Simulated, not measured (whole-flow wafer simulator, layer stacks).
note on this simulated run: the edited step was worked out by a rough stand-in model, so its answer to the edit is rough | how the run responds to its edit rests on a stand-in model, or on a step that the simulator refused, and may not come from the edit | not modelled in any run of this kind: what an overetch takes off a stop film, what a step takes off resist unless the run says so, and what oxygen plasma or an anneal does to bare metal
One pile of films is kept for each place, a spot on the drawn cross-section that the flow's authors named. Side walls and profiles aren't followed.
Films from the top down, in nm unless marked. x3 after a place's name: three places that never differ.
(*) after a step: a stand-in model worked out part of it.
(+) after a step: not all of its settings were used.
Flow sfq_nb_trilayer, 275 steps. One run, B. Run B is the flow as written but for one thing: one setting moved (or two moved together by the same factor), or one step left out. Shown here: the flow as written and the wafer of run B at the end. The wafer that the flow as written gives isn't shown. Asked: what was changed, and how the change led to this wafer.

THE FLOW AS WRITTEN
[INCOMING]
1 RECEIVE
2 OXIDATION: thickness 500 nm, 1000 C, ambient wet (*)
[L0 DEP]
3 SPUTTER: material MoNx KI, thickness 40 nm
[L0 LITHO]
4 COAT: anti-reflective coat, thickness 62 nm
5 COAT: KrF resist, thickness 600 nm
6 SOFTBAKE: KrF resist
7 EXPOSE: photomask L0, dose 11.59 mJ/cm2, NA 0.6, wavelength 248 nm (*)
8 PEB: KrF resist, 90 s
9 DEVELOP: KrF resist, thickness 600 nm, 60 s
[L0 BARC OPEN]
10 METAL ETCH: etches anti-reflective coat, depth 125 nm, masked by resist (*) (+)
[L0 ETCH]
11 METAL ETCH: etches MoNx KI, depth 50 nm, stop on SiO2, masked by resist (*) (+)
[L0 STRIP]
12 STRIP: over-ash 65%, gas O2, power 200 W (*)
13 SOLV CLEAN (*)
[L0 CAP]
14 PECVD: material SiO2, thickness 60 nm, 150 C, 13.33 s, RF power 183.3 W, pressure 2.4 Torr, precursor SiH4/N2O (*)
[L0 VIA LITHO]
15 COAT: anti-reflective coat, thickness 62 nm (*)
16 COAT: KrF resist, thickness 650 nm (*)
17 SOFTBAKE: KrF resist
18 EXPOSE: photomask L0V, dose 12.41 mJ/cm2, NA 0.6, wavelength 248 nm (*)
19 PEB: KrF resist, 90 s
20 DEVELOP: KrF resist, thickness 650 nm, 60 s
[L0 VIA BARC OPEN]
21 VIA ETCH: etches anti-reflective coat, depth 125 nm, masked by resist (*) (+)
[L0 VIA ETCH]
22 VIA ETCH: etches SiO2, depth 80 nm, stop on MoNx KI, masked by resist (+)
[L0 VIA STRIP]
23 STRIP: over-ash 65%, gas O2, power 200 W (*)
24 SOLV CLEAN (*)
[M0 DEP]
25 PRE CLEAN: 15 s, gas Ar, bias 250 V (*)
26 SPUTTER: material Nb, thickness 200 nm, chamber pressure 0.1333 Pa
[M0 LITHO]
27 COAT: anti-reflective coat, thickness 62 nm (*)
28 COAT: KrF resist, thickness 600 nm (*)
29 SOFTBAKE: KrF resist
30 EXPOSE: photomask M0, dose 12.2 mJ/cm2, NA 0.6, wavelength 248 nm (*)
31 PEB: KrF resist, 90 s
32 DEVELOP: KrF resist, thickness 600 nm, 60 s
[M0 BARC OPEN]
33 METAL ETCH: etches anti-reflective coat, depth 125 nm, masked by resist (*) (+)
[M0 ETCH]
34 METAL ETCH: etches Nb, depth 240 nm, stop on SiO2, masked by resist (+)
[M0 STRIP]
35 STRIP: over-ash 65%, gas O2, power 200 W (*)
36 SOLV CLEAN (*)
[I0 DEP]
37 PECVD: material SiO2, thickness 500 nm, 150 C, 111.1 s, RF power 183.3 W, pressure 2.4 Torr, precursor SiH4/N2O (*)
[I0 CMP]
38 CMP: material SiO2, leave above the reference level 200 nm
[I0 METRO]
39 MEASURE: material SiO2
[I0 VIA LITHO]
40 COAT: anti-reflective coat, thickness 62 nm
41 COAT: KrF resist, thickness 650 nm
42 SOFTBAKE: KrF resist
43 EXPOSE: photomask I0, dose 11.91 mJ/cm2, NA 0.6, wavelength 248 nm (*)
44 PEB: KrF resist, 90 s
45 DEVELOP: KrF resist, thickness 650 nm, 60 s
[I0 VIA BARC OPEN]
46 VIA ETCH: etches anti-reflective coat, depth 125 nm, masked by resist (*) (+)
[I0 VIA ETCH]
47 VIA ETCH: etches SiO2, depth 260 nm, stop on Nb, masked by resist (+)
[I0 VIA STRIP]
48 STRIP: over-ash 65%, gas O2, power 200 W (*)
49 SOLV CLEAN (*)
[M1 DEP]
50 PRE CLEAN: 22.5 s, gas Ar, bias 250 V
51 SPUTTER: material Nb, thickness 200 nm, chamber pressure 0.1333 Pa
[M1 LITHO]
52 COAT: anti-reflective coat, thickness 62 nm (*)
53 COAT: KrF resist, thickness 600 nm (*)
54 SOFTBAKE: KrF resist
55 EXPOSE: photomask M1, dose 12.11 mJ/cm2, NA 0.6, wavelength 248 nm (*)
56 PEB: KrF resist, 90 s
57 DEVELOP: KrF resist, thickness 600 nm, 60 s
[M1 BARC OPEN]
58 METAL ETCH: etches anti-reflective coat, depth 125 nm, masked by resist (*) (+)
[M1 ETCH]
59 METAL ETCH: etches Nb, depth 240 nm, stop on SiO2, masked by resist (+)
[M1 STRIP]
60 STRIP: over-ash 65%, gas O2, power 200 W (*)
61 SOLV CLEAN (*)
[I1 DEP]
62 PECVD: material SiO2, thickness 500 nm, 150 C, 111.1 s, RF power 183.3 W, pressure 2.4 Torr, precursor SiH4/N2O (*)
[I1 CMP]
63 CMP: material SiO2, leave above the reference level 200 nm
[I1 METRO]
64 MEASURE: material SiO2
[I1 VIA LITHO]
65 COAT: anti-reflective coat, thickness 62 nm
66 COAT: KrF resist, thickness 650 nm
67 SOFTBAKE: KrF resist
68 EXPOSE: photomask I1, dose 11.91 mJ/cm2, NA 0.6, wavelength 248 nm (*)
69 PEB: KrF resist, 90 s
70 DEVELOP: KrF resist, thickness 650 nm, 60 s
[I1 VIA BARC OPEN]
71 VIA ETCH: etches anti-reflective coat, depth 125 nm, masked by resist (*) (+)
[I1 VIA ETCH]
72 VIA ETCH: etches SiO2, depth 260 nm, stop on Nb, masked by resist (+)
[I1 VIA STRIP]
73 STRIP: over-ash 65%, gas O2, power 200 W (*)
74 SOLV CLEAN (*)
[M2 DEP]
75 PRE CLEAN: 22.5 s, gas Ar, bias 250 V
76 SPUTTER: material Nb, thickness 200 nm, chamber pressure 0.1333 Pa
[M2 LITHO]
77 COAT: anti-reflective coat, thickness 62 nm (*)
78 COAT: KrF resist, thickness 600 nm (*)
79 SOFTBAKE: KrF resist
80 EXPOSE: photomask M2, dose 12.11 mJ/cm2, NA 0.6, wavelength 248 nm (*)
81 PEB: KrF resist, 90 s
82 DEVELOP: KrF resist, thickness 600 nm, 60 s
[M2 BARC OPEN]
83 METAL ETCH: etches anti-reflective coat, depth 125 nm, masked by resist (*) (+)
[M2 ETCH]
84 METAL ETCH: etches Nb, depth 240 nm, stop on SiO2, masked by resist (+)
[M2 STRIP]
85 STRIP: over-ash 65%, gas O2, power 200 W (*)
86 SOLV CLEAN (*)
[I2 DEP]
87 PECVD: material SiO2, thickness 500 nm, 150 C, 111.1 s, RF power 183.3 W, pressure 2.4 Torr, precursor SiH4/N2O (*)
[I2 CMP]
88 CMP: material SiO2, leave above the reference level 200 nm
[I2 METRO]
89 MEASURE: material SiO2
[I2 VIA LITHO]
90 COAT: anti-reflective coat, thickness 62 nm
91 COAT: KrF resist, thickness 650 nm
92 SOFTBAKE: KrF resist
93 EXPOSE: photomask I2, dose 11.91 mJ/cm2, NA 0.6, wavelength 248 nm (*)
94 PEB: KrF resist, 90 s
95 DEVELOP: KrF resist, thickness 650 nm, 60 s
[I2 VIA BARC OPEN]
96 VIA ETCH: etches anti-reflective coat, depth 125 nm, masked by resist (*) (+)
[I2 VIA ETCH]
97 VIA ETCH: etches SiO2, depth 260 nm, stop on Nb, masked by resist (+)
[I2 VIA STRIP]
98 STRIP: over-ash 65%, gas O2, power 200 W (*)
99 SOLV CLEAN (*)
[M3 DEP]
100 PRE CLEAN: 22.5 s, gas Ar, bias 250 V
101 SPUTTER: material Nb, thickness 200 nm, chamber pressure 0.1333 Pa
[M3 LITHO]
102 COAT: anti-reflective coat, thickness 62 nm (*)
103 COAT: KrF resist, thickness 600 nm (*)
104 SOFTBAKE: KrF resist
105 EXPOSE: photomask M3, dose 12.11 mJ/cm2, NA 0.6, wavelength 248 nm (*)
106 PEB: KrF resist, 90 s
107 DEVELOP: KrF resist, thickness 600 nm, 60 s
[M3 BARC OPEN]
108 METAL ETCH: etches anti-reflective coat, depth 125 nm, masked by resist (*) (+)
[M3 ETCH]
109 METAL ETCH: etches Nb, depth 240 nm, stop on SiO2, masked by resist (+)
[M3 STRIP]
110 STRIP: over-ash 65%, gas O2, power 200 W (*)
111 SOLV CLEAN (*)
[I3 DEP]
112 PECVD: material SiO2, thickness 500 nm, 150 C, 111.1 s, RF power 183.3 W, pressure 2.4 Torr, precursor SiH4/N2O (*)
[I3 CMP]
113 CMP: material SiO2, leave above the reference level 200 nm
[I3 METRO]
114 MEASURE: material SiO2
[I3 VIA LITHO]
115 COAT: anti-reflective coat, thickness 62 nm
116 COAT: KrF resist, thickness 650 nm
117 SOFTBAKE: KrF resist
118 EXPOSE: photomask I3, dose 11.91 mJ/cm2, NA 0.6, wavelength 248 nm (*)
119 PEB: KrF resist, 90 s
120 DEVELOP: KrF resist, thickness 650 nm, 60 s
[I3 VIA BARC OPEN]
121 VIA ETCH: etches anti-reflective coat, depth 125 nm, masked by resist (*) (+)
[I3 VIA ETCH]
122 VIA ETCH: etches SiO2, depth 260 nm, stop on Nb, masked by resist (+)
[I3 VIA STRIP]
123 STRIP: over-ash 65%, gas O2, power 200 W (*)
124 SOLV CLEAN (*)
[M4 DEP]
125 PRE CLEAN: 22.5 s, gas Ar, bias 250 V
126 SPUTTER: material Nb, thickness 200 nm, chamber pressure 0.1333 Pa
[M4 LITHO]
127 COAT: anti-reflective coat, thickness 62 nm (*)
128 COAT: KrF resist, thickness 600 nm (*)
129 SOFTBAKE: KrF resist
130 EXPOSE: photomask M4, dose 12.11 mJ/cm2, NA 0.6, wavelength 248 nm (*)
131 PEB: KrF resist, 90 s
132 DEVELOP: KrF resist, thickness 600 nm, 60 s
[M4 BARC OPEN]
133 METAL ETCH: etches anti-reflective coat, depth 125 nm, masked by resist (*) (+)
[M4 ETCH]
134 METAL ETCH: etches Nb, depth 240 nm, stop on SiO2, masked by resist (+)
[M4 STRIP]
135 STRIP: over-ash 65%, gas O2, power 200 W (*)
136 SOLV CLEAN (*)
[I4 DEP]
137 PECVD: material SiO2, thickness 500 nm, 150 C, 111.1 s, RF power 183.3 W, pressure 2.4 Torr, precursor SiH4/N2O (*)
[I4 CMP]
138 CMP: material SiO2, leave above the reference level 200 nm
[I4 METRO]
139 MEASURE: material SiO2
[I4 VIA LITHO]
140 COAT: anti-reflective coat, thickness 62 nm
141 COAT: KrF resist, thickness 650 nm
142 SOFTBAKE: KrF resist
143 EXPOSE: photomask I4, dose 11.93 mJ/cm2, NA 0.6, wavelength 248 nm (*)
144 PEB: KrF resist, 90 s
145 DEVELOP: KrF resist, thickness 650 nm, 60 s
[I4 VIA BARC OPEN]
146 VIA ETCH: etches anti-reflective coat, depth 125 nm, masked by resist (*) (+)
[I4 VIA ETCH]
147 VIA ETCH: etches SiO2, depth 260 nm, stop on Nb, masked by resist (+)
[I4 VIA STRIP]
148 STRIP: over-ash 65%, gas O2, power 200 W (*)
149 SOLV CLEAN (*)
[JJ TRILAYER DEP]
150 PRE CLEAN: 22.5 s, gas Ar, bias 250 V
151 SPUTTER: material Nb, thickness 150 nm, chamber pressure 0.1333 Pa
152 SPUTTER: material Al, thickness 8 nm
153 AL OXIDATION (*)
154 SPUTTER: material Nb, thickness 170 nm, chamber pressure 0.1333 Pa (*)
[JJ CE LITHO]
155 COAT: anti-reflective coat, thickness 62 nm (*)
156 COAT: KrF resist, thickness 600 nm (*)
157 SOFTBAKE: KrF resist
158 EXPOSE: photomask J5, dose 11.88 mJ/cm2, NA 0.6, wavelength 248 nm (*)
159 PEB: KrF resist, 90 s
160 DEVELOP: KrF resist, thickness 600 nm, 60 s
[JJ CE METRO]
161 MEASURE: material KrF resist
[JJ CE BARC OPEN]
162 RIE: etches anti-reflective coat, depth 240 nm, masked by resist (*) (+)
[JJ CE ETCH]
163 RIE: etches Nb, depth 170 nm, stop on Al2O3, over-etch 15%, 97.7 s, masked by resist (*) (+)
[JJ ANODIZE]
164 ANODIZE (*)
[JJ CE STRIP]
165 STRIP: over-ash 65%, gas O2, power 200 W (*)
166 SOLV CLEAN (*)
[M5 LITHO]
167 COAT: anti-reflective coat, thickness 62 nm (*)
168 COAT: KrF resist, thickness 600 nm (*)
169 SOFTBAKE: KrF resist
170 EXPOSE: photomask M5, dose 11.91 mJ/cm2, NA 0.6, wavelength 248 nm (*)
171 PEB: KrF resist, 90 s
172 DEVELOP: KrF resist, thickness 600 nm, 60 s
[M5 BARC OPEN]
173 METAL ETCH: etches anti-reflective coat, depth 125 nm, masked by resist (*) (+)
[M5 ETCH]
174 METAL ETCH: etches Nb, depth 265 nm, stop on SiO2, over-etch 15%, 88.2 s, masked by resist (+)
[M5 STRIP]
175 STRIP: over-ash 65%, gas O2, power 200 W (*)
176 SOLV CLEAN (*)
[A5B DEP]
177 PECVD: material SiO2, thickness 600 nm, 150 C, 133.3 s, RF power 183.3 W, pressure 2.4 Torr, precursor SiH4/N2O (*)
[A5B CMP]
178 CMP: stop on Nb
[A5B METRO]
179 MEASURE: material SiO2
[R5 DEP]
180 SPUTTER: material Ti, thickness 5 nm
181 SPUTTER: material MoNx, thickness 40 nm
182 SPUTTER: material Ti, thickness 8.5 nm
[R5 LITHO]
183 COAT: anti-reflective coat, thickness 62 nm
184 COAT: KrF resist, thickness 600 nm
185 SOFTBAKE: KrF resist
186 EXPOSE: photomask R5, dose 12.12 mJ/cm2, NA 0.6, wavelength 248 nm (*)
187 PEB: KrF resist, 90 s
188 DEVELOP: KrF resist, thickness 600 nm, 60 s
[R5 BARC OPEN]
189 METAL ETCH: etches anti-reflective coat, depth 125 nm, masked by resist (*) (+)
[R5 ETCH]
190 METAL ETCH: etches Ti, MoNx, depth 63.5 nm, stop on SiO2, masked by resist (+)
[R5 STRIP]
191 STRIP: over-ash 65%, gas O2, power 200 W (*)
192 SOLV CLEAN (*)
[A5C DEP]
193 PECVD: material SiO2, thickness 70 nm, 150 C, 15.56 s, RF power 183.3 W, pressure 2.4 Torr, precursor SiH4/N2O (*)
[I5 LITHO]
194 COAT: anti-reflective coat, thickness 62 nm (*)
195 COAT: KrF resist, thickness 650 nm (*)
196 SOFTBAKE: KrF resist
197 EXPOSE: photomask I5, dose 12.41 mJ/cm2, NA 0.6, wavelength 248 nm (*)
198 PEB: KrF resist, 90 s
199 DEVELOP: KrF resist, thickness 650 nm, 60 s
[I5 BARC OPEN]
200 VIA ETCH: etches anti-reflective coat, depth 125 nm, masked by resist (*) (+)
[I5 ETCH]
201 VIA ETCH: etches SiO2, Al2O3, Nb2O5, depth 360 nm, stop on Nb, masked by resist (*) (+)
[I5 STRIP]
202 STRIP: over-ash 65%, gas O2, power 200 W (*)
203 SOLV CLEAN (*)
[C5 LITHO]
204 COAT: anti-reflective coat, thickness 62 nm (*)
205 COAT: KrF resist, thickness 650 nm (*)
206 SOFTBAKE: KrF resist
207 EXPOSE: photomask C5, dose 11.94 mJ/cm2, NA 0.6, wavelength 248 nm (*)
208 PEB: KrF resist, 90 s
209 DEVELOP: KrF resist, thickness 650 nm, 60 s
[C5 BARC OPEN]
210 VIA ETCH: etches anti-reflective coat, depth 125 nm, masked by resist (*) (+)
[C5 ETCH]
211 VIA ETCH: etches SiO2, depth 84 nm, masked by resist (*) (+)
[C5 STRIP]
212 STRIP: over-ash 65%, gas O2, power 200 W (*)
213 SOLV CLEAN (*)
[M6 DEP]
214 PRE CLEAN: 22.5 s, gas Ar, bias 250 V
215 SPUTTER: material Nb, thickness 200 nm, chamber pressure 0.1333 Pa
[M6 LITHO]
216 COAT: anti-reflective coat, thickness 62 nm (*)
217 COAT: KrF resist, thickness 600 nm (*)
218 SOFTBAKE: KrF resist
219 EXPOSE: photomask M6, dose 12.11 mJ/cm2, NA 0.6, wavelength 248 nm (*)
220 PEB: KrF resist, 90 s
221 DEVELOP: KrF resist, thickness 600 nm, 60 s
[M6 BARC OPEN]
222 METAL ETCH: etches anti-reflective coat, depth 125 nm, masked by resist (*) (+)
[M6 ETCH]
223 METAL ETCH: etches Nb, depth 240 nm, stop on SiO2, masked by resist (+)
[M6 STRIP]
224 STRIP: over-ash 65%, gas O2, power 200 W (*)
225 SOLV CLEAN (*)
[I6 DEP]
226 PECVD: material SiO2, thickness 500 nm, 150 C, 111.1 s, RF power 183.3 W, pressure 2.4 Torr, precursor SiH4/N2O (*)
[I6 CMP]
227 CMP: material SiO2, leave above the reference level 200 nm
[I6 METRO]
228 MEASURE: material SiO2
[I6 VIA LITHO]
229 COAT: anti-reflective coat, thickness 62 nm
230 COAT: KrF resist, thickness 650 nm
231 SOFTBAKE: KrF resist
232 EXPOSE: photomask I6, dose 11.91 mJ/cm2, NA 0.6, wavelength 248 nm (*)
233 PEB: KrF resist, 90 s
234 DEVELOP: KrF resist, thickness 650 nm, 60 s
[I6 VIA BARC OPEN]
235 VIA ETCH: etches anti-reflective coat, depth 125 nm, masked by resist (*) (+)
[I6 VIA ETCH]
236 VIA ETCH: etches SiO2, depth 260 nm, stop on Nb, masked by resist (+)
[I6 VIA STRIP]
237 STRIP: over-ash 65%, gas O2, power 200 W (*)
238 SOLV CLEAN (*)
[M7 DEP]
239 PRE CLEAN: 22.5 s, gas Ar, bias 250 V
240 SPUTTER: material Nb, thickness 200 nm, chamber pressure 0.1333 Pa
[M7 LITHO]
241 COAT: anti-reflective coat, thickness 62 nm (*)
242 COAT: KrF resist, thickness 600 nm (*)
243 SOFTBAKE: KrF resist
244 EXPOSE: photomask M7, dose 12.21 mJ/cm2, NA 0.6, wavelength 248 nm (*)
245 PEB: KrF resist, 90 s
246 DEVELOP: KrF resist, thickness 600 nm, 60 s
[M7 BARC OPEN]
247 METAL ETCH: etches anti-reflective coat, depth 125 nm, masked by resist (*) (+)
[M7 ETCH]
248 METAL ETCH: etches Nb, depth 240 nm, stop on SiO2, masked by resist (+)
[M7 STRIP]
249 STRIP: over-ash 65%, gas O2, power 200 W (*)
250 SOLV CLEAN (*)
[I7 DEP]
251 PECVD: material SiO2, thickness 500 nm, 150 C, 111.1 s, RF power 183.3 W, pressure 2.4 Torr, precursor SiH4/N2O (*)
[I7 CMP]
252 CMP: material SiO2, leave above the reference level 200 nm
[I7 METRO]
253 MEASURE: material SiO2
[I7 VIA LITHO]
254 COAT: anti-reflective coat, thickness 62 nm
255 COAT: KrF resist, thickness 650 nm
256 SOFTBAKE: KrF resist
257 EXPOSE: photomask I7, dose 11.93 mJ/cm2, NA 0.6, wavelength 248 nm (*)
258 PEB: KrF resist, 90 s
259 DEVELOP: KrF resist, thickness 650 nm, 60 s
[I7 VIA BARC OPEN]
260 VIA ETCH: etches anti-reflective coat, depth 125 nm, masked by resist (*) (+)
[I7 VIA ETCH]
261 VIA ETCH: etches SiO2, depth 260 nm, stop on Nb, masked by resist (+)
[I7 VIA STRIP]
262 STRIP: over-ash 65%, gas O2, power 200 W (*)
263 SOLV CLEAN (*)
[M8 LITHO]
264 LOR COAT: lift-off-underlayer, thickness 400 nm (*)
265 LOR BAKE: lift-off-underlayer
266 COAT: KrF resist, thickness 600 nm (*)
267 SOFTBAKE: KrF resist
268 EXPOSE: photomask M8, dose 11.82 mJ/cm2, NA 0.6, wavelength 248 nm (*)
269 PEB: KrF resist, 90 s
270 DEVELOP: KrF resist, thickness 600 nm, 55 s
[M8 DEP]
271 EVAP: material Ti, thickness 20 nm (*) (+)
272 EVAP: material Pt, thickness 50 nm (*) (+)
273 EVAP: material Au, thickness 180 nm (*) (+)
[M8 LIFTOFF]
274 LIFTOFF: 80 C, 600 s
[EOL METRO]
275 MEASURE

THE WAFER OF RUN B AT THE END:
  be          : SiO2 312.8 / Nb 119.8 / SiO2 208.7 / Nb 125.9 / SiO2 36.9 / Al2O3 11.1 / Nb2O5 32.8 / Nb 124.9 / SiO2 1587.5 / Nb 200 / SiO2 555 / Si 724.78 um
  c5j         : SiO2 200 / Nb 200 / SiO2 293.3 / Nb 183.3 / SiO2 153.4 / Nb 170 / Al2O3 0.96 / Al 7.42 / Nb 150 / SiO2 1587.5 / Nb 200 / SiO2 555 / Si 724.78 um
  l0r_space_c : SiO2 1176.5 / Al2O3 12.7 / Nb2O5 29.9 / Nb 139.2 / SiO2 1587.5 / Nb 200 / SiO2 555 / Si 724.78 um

The cause: step 137, PECVD: thickness 225 nm was run, where the flow has thickness 500 nm; step 137, PECVD: 50 s was run, where the flow has 111.1 s.

How the change led to this, step by step:
  137 PECVD: material SiO2, thickness 500 nm, 150 C, 111.1 s, RF power 183.3 W, pressure 2.4 Torr, precursor SiH4/N2O (*)
      field_l, be, be_sur and 55 more: SiO2 +225 (as written it would be: SiO2 +500)
      v_sur, via_wl, via_w and 35 more: SiO2 +225 (new film) (as written it would be: SiO2 +500 (new film))
      (and at 10 more places)
  138 CMP: material SiO2, leave above the reference level 200 nm
      field_l, be, be_sur and 55 more: nothing (as written it would be: SiO2 -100)
      p3_s0, p3_s1, p3_s2, p3_s3, p3_s4, p3_s5: nothing (as written it would be: SiO2 -157.1)
      (and at 42 more places)
  140 COAT: anti-reflective coat, thickness 62 nm
      m0r_space_l, m0r_space_r, m6r_space_l, m6r_space_r, m7r_space_l, m7r_space_r: anti-reflective coat +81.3 (new film) (as written it would be: anti-reflective coat +62 (new film))
      ce_l, sp_r, be_r, r_sur, l0r_space_c: anti-reflective coat +64.6 (new film) (as written it would be: anti-reflective coat +62 (new film))
      (and at 77 more places)
  141 COAT: KrF resist, thickness 650 nm
      m0r_line_l, m0r_line_r, m6r_line_l, m6r_line_r, m7r_line_l, m7r_line_r: KrF resist +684 (new film) (as written it would be: KrF resist +650 (new film))
      m0r_space_l, m0r_space_r, m6r_space_l, m6r_space_r, m7r_space_l, m7r_space_r: KrF resist +673 (new film) (as written it would be: KrF resist +650 (new film))
      (and at 73 more places)
  145 DEVELOP: KrF resist, thickness 650 nm, 60 s
      via_wl: KrF resist -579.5 (all of it) (as written it would be: KrF resist -648.6 (all of it))
      via_w: KrF resist -587.9 (all of it) (as written it would be: KrF resist -648.6 (all of it))
      (and at 1 more place)
  146 VIA ETCH: etches anti-reflective coat, depth 125 nm, masked by resist (*) (+)
      field_l, v_sur, via_sp and 100 more: KrF resist -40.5 (as written it would be: KrF resist -51.7)
      via_wl: anti-reflective coat -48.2 (all of it), SiO2 -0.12 (as written it would be: anti-reflective coat -62 (all of it), SiO2 -0.16)
      (and at 2 more places)
  148 STRIP: over-ash 65%, gas O2, power 200 W (*)
      p4_fl, p4_fm, p4_w1, p4_g1, p4_w2, p4_g2, p4_w3, p4_fr: KrF resist -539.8 (all of it), anti-reflective coat -62 (all of it) (as written it would be: KrF resist -528.6 (all of it), anti-reflective coat -62 (all of it))
      m0r_line_l, m0r_line_r, m6r_line_l, m6r_line_r, m7r_line_l, m7r_line_r: KrF resist -573.7 (all of it), anti-reflective coat -61.7 (all of it) (as written it would be: KrF resist -528.6 (all of it), anti-reflective coat -62 (all of it))
      (and at 89 more places)
  151 SPUTTER: material Nb, thickness 150 nm, chamber pressure 0.1333 Pa
      lsp_r, l0_sur, l0v: Nb +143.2 (new film) (as written it would be: Nb +150 (new film))
      be, lsp_l: Nb +136.7 (new film) (as written it would be: Nb +150 (new film))
      (and at 1 more place)
  152 SPUTTER: material Al, thickness 8 nm
      be, lsp_l: Al +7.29 (new film) (as written it would be: Al +8 (new film))
      via_v: Al +5.97 (new film) (as written it would be: Al +8 (new film))
  154 SPUTTER: material Nb, thickness 170 nm, chamber pressure 0.1333 Pa (*)
      lsp_r, l0_sur, l0v: Nb +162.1 (new film) (as written it would be: Nb +170 (new film))
      be, lsp_l: Nb +153.7 (new film) (as written it would be: Nb +170 (new film))
      (and at 1 more place)
  155 COAT: anti-reflective coat, thickness 62 nm (*)
      p3_fr, m0r_space_l, m6r_space_l, m7r_space_l: anti-reflective coat +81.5 (new film) (as written it would be: anti-reflective coat +62 (new film))
      p3_l1, p3_l2, p3_l3: anti-reflective coat +44.7 (new film) (as written it would be: anti-reflective coat +62 (new film))
      (and at 83 more places)
  156 COAT: KrF resist, thickness 600 nm (*)
      m0r_line_l, m6r_line_l, m7r_line_l: KrF resist +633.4 (new film) (as written it would be: KrF resist +600 (new film))
      m0r_space_l, m6r_space_l, m7r_space_l: KrF resist +623 (new film) (as written it would be: KrF resist +600 (new film))
      (and at 79 more places)
  160 DEVELOP: KrF resist, thickness 600 nm, 60 s
      m0r_line_l, m6r_line_l, m7r_line_l: KrF resist -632 (all of it) (as written it would be: KrF resist -598.7 (all of it))
      m0r_space_l, m6r_space_l, m7r_space_l: KrF resist -621.7 (all of it) (as written it would be: KrF resist -598.7 (all of it))
      (and at 79 more places)
  162 RIE: etches anti-reflective coat, depth 240 nm, masked by resist (*) (+)
      ce_l, c5j, ce_r, wl_jj: KrF resist -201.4 (as written it would be: KrF resist -209.4)
      p3_fr, m0r_space_l, m6r_space_l, m7r_space_l: anti-reflective coat -81.5 (all of it) (as written it would be: anti-reflective coat -62 (all of it))
      (and at 82 more places)
  163 RIE: etches Nb, depth 170 nm, stop on Al2O3, over-etch 15%, 97.7 s, masked by resist (*) (+)
      lsp_r, l0_sur, l0v: Nb -162.1 (all of it), Al2O3 -0.96 (all of it) (as written it would be: Nb -170 (all of it), Al2O3 -0.51)
      be, lsp_l: Nb -153.7 (all of it), Al2O3 -0.96 (all of it) (as written it would be: Nb -170 (all of it), Al2O3 -0.51)
      (and at 1 more place)
  164 ANODIZE (*)
      lsp_r, l0_sur, l0v: Al2O3 +11.5 (new film), Nb2O5 +32 (new film), Al -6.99 (all of it), Nb -11.5 (as written it would be: Al2O3 +12.2, Nb2O5 +29.9 (new film), Al -7.42 (all of it), Nb -10.8)
      be, lsp_l: Al2O3 +11.1 (new film), Nb2O5 +32.8 (new film), Al -6.71 (all of it), Nb -11.8 (as written it would be: Al2O3 +12.2, Nb2O5 +29.9 (new film), Al -7.42 (all of it), Nb -10.8)
      (and at 1 more place)
  ... 46 more steps ...
  274 LIFTOFF: 80 C, 600 s
      be: Au -180 (all of it), Pt -50 (all of it), Ti -20 (all of it), KrF resist -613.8 (all of it), lift-off-underlayer -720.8 (all of it) (as written it would be: Au -180 (all of it), Pt -50 (all of it), Ti -20 (all of it), KrF resist -572.1 (all of it), lift-off-underlayer -398.5 (all of it))
      be_sur: Au -180 (all of it), Pt -50 (all of it), Ti -20 (all of it), KrF resist -587.3 (all of it), lift-off-underlayer -366.3 (all of it) (as written it would be: Au -180 (all of it), Pt -50 (all of it), Ti -20 (all of it), KrF resist -572.6 (all of it), lift-off-underlayer -398.9 (all of it))
      (and at 1 more place)
Counting metal films that touch as one body, be has 4 bodies (between them, from the top down: SiO2 208.7; SiO2 36.9 / Al2O3 11.1 / Nb2O5 32.8; SiO2 1587.5); the flow as written gives 3 bodies (between them, from the top down: SiO2 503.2; SiO2 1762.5).
Counting metal films that touch as one body, c5j has 5 bodies (between them, from the top down: SiO2 293.3; SiO2 153.4; Al2O3 0.96; SiO2 1587.5); the flow as written gives 4 bodies (between them, from the top down: SiO2 284.2; Al2O3 0.96; SiO2 1762.5).
